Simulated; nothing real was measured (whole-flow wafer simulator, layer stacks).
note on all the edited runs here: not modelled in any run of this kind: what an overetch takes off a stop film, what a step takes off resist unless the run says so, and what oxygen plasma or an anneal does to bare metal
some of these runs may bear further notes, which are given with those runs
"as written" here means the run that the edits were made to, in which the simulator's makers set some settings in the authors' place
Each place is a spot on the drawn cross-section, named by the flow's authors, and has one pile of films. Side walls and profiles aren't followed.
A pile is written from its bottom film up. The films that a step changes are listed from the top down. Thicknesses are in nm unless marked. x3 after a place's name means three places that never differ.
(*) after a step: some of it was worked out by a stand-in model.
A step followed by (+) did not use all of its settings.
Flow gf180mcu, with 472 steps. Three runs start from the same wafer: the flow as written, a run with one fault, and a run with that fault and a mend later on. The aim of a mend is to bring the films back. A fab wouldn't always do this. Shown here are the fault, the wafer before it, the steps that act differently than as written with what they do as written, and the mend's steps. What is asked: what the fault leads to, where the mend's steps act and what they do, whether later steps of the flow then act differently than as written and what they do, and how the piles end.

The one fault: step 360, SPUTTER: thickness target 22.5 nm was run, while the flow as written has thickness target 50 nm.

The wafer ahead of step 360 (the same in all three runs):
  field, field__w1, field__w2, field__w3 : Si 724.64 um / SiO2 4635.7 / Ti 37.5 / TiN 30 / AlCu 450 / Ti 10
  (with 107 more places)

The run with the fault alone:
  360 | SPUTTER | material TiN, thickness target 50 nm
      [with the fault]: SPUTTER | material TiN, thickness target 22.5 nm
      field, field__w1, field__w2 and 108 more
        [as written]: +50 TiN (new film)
        [with the fault]: +22.5 TiN (new film)
  Later steps of the flow acting differently than as written (2 more steps, not shown, differ only slightly: by at most 2% or 0.5 nm, whichever is larger):
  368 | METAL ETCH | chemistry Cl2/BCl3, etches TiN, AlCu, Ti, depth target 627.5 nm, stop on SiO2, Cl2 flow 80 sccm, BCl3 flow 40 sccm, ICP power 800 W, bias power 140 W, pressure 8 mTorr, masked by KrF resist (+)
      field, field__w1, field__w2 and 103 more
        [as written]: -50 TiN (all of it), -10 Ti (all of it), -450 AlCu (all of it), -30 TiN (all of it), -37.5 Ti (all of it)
        [with the fault]: -22.5 TiN (all of it), -10 Ti (all of it), -450 AlCu (all of it), -30 TiN (all of it), -37.5 Ti (all of it)
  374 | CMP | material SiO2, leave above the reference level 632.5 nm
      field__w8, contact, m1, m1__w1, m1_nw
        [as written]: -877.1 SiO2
        [with the fault]: -849.6 SiO2
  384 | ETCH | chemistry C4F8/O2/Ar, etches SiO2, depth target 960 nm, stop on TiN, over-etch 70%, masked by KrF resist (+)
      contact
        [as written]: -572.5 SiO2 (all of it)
        [with the fault]: -600 SiO2 (all of it)
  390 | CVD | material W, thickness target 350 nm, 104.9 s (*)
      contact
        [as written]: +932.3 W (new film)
        [with the fault]: +960 W (new film)
  By the end, the piles at field__w8, contact, m1, m1__w1, m1_nw depart from the flow's by more than 2% or 0.5 nm, whichever is larger.
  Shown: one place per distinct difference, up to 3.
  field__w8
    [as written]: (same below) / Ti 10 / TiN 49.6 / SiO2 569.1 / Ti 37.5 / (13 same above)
    [with the fault]: (same below) / Ti 10 / TiN 22.1 / SiO2 596.6 / Ti 37.5 / (13 same above)
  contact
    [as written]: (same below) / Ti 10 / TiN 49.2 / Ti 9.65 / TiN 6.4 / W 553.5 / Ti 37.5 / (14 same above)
    [with the fault]: (same below) / Ti 10 / TiN 21.7 / Ti 9.5 / TiN 6.3 / W 581.3 / Ti 37.5 / (14 same above)

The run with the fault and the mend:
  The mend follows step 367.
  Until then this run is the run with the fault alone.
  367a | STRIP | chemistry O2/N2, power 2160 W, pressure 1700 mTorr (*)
      field__w8, contact, m1, m1__w1, m1_nw
        -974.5 KrF resist (all of it)
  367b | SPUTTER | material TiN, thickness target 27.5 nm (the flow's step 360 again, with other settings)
      field, field__w1, field__w2 and 108 more
        +27.5 TiN
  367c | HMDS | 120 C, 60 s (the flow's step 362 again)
      leaves every film unchanged at each place that is followed
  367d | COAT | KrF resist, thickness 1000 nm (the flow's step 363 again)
      field, field__w1, field__w2 and 108 more
        +1000 KrF resist (new film)
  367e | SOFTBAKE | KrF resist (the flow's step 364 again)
      leaves every film unchanged at each place that is followed
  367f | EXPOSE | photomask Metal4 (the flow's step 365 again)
      leaves every film unchanged at each place that is followed
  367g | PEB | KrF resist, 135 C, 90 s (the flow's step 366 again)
      field, field__w1, field__w2 and 108 more
        -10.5 KrF resist
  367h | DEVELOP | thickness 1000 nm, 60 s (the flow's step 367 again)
      field, field__w1, field__w2 and 103 more
        -989.5 KrF resist (all of it)
      field__w8, contact, m1, m1__w1, m1_nw
        -14.9 KrF resist
  None of the later steps of the flow acts differently than as written at any place that is followed.
  At every place that both follow, the piles at the end match the flow's.
